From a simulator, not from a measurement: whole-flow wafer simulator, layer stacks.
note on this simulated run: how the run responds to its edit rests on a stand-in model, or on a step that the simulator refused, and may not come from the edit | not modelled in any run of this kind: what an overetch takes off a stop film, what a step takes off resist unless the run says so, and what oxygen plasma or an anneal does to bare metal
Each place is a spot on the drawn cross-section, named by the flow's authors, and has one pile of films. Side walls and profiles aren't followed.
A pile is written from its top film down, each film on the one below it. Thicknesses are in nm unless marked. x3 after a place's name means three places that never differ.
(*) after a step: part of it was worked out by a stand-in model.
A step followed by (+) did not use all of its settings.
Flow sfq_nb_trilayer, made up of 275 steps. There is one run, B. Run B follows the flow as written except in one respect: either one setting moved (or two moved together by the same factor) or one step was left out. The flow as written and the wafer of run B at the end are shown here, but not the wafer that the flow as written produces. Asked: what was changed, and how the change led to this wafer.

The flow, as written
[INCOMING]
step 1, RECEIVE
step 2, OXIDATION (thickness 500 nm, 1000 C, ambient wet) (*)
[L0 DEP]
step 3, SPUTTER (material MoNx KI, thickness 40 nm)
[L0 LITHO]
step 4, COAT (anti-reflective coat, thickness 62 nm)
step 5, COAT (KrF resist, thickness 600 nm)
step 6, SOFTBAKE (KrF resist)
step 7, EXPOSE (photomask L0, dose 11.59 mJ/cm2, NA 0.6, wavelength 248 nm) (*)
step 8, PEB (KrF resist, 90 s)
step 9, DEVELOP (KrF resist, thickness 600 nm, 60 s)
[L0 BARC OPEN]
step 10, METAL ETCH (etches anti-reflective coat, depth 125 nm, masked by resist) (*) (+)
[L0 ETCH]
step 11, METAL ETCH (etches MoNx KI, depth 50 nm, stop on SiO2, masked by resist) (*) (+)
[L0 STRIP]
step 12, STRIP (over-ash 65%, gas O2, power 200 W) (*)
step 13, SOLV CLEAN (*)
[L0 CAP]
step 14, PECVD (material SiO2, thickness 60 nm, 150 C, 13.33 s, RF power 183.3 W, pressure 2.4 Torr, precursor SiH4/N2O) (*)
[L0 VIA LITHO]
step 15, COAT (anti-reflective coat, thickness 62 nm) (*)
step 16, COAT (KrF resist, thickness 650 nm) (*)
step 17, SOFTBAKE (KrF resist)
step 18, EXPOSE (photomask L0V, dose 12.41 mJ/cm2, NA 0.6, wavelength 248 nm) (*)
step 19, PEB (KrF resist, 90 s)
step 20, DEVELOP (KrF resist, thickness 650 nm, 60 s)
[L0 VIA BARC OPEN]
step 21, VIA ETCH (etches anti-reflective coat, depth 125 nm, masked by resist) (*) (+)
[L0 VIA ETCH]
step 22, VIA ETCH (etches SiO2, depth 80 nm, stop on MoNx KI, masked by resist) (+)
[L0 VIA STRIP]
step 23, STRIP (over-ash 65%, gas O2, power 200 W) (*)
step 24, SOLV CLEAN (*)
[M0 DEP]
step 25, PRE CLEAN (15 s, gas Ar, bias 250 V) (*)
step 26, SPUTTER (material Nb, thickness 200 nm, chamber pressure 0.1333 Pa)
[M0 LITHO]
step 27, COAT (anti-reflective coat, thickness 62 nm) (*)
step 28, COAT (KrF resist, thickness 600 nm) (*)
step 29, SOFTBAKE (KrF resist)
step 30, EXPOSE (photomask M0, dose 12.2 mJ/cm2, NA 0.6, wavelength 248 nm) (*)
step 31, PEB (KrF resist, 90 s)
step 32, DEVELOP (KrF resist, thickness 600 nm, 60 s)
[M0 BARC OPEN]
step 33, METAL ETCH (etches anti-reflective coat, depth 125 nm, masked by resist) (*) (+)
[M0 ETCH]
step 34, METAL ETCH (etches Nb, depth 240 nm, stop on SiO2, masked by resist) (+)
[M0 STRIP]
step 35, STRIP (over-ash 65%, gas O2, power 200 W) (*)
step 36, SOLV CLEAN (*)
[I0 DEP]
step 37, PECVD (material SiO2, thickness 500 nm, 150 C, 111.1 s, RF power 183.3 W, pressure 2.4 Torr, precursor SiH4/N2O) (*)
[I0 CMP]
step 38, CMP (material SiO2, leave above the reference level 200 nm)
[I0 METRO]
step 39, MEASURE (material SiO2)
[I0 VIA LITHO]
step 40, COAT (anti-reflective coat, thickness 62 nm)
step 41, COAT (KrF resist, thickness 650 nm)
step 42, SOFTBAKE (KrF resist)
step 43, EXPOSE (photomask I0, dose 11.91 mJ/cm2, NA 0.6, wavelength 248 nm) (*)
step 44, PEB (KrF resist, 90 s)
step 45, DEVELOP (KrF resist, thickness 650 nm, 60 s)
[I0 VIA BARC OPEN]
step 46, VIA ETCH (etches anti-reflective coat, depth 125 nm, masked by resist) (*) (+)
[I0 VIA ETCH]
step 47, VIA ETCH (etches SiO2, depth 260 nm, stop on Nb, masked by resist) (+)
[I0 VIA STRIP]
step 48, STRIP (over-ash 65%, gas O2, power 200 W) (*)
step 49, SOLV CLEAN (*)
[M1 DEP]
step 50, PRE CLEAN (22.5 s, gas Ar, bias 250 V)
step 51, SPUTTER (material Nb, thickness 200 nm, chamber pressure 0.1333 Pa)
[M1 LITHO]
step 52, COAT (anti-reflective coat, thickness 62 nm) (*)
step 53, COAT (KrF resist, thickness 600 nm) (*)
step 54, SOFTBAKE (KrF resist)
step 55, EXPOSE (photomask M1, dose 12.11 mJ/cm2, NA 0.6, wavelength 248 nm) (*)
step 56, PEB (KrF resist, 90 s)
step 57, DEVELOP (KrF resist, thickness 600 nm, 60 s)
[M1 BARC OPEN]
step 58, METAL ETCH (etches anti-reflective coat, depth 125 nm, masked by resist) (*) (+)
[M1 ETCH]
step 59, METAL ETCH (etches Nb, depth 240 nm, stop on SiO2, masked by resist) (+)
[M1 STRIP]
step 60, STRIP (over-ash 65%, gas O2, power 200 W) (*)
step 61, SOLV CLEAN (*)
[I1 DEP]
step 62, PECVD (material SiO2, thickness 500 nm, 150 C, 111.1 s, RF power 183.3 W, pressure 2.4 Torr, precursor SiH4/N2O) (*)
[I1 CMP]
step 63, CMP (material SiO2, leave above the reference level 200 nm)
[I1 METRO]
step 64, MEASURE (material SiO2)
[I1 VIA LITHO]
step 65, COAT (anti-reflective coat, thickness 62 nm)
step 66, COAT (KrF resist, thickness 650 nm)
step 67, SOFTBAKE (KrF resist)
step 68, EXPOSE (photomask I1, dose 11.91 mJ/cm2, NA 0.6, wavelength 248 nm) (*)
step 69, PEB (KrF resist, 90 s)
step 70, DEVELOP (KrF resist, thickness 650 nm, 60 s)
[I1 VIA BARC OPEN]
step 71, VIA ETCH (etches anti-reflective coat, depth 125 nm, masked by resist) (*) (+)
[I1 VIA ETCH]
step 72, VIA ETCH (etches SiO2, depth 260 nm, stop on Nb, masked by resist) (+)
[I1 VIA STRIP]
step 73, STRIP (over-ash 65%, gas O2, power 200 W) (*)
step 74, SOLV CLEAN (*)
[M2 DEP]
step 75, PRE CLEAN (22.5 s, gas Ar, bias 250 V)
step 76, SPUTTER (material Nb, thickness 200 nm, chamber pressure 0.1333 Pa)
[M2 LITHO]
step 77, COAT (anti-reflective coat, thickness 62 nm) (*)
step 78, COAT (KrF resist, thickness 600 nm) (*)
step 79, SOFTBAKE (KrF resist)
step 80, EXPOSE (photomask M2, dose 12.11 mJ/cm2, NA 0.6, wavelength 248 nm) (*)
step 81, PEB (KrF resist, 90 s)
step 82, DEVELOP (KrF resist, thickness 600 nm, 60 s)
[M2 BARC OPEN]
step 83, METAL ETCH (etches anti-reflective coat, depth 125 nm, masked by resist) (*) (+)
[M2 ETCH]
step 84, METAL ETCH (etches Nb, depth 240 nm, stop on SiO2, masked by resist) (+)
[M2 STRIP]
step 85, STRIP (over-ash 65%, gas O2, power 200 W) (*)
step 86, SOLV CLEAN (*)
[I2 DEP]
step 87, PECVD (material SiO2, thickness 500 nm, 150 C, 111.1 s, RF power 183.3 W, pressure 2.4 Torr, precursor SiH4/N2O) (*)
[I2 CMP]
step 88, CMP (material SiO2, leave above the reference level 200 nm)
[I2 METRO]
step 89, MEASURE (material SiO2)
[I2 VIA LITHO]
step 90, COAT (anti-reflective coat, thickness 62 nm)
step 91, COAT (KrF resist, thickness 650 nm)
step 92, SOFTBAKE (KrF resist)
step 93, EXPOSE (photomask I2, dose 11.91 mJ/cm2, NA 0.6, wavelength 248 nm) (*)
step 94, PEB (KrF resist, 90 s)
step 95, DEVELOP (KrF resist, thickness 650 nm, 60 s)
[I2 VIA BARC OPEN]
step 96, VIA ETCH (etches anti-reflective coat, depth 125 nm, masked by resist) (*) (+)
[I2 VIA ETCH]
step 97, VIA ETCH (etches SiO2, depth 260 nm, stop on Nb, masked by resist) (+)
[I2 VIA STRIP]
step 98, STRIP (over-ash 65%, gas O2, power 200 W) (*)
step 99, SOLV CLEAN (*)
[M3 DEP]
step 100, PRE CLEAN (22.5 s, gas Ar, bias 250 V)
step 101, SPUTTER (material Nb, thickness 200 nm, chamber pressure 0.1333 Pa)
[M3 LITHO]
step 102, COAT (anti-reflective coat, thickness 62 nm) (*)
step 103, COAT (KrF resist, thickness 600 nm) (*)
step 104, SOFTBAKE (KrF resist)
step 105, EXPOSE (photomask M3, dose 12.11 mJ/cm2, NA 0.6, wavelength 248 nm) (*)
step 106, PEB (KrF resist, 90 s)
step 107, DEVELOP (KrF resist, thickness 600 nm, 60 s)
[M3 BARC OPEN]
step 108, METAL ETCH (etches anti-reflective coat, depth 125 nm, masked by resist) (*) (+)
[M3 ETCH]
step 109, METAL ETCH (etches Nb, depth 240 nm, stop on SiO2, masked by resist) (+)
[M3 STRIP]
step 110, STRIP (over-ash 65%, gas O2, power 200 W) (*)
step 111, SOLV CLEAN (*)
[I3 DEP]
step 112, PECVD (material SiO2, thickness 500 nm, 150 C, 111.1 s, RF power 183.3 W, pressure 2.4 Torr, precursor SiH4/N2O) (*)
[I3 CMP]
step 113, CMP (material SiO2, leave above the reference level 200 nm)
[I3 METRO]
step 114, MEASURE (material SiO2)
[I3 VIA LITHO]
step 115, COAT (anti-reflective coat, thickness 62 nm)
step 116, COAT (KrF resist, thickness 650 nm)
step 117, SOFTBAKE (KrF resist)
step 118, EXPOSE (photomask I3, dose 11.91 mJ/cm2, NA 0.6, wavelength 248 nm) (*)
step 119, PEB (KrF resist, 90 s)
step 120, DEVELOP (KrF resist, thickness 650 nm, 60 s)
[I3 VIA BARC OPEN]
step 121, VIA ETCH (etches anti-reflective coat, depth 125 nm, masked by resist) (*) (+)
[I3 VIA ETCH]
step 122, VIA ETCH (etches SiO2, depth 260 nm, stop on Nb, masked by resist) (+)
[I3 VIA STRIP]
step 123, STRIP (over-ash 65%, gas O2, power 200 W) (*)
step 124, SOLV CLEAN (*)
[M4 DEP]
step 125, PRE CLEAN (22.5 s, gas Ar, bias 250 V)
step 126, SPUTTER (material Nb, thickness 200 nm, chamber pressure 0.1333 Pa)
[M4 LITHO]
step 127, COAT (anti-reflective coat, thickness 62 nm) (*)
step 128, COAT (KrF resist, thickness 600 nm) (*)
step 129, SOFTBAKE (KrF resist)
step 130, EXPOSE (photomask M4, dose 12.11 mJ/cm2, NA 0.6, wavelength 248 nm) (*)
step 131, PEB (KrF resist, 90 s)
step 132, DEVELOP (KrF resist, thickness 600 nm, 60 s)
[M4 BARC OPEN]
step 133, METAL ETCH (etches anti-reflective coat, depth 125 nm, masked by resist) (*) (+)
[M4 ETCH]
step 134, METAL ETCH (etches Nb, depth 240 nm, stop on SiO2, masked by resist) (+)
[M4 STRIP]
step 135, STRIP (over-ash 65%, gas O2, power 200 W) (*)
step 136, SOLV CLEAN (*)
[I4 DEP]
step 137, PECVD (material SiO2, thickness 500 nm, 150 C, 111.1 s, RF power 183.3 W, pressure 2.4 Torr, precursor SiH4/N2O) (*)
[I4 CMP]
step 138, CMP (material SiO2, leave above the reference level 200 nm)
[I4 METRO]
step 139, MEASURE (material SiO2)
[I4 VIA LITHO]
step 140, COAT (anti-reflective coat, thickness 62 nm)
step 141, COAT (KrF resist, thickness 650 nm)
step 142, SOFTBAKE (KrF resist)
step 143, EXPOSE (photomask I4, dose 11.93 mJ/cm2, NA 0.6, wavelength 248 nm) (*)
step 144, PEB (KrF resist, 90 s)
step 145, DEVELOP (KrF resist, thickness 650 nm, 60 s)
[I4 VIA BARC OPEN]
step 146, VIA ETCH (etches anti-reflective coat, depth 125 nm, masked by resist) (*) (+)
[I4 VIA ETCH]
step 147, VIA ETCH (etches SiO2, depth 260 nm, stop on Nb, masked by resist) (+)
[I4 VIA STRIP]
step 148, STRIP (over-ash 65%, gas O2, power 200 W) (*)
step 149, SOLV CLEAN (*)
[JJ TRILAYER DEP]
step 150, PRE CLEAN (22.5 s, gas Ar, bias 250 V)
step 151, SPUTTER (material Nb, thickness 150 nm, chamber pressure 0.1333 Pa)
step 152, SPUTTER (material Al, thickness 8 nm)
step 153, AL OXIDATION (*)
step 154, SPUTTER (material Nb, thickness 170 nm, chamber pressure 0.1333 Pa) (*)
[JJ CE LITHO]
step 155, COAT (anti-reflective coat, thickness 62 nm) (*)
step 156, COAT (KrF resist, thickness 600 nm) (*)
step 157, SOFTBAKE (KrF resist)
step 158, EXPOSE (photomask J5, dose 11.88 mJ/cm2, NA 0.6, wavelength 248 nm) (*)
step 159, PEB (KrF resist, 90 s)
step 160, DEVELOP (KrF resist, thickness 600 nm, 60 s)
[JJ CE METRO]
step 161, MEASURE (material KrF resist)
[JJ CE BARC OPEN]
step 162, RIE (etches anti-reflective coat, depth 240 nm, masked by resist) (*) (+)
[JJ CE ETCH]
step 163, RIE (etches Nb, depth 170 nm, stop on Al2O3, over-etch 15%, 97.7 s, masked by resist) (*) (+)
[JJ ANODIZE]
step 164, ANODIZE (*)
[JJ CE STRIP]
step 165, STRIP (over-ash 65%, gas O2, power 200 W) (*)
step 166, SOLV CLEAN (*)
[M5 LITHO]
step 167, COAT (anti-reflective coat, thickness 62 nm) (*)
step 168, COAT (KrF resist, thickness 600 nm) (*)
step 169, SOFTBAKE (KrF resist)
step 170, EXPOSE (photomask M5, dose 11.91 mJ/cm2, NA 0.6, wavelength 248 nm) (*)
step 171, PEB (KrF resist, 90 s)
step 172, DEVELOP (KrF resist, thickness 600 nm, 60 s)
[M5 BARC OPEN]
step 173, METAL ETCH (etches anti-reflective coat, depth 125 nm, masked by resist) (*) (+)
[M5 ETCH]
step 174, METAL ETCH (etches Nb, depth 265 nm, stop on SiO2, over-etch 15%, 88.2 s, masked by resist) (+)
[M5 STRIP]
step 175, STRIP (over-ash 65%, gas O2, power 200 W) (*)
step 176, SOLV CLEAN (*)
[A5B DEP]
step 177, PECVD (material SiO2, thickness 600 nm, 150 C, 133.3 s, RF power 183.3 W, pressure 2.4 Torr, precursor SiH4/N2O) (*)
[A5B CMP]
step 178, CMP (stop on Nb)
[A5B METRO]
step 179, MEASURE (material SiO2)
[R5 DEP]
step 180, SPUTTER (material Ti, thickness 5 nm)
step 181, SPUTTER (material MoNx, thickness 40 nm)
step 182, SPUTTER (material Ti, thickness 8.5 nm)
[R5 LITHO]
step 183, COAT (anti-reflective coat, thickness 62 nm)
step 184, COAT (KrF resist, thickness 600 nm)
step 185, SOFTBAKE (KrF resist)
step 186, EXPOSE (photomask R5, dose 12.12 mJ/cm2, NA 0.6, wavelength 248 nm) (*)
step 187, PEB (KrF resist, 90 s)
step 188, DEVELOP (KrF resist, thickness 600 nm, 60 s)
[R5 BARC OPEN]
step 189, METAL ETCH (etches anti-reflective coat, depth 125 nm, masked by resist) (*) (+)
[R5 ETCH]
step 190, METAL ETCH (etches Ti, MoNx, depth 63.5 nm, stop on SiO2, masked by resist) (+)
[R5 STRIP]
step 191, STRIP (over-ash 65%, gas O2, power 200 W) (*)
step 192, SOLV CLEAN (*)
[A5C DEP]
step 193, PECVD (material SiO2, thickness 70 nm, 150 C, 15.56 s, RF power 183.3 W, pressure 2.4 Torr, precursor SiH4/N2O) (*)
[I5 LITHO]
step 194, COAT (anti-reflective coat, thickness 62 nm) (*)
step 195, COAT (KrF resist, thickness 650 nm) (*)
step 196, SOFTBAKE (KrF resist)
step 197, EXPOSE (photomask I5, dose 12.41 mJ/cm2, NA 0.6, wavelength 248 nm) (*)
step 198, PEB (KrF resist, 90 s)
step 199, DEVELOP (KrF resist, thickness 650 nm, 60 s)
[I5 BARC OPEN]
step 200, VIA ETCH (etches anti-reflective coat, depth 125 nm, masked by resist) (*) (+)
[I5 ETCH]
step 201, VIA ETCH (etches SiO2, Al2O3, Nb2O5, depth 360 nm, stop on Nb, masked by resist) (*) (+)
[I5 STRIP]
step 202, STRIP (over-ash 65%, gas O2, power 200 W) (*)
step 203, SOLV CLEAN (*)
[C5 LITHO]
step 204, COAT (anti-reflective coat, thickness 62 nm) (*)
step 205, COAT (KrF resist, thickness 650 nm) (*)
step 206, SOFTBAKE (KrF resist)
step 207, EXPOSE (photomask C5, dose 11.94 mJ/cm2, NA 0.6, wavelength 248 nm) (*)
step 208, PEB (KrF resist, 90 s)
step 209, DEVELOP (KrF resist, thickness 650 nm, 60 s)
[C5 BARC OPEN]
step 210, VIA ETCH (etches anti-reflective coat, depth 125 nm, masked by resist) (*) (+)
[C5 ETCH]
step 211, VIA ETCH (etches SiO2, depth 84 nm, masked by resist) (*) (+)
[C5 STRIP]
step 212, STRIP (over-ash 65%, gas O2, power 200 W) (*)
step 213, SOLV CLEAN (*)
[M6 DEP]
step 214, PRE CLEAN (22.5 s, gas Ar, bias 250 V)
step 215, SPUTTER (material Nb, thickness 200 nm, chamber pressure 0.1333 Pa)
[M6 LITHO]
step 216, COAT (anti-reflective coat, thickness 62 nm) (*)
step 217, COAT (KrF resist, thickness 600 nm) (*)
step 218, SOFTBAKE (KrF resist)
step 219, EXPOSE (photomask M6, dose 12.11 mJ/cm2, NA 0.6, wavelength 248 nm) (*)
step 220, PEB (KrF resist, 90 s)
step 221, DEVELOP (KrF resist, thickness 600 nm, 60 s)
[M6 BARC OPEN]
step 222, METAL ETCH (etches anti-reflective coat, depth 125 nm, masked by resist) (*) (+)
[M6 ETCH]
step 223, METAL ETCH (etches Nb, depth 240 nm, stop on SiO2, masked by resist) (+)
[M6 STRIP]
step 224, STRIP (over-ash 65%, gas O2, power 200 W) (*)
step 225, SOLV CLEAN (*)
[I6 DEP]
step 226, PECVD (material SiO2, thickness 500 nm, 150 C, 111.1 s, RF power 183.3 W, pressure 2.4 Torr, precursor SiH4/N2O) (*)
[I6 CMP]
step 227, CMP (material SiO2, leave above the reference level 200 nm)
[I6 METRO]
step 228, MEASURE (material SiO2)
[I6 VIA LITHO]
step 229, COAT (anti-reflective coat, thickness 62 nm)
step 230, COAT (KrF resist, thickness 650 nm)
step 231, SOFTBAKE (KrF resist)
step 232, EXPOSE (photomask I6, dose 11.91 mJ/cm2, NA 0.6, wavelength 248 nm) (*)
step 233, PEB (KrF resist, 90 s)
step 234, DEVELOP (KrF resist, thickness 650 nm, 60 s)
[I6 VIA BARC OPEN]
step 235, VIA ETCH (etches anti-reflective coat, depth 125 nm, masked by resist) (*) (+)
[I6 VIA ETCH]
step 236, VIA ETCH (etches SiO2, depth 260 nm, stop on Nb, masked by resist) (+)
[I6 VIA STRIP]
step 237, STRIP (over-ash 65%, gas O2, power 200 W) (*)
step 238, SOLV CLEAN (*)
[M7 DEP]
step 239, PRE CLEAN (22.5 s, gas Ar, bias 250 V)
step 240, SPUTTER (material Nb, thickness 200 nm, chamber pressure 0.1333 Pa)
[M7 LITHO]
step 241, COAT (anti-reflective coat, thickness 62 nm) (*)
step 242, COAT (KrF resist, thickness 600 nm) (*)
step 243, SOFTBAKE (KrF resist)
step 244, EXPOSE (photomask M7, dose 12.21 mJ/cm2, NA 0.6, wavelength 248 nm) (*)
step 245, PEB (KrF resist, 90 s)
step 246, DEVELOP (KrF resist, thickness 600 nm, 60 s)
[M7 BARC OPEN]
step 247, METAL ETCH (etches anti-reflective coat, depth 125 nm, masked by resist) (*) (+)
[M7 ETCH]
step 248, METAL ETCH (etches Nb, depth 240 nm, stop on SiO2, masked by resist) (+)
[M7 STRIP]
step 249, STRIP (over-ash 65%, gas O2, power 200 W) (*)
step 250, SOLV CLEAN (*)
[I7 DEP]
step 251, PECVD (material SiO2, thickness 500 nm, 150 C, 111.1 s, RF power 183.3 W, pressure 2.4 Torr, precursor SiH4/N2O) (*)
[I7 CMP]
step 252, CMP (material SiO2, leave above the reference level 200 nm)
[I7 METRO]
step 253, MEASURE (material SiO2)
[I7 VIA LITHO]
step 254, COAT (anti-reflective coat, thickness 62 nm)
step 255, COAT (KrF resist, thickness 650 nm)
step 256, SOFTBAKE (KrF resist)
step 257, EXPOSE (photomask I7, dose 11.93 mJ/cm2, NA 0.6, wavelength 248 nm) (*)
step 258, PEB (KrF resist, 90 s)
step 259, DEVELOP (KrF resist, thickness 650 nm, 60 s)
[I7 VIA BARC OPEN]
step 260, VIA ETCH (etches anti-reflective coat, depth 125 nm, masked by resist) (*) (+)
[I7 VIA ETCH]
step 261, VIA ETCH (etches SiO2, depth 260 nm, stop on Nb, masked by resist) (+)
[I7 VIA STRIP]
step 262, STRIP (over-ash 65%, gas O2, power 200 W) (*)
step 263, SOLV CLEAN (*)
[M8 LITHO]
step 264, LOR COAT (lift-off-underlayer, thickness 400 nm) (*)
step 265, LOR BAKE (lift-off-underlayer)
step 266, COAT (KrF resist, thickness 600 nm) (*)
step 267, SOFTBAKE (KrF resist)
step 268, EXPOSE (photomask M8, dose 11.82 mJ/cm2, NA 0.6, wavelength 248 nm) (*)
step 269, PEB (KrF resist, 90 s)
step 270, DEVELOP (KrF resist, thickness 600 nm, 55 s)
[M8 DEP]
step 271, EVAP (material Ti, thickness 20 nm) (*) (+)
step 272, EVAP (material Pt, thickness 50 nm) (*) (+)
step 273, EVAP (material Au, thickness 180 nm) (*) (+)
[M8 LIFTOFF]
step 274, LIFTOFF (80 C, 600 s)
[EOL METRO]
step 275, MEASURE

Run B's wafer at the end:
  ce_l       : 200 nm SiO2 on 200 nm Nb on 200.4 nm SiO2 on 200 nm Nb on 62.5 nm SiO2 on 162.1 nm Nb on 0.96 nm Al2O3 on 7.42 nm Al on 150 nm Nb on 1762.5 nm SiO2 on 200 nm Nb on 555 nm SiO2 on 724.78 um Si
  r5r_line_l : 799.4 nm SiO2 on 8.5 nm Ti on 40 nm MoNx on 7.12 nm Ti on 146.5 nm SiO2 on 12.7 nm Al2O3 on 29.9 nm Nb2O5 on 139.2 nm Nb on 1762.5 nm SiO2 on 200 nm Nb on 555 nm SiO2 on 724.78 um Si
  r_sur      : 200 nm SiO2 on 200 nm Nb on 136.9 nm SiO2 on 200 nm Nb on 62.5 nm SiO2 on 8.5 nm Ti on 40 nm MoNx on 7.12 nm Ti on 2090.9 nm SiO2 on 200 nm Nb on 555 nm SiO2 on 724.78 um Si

Cause: step 180, SPUTTER: thickness 7.12 nm was run, though the flow has thickness 5 nm.
The wafer lets one read it off: r5r_line_l has Ti 7.12, and step 180 as written asks for 5 nm.

How this came from the change, step by step:
  step 180, SPUTTER (material Ti, thickness 5 nm)
      field_l, v_sur, via_wl and 103 more: Ti gains 7.12 (new film) (as written it would have been: Ti gains 5 (new film))
  step 190, METAL ETCH (etches Ti, MoNx, depth 63.5 nm, stop on SiO2, masked by resist) (+)
      field_l, v_sur, via_wl and 92 more: Ti loses 8.5 (all of it), MoNx loses 40 (all of it), Ti loses 7.12 (all of it) (as written it would have been: Ti loses 8.5 (all of it), MoNx loses 40 (all of it), Ti loses 5 (all of it))
      ce_l, c5j, ce_r, wl_jj: Ti loses 8.5 (all of it), MoNx loses 40 (all of it), Ti loses 7.12 (all of it), Nb loses 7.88 (as written it would have been: Ti loses 8.5 (all of it), MoNx loses 40 (all of it), Ti loses 5 (all of it), Nb loses 10)
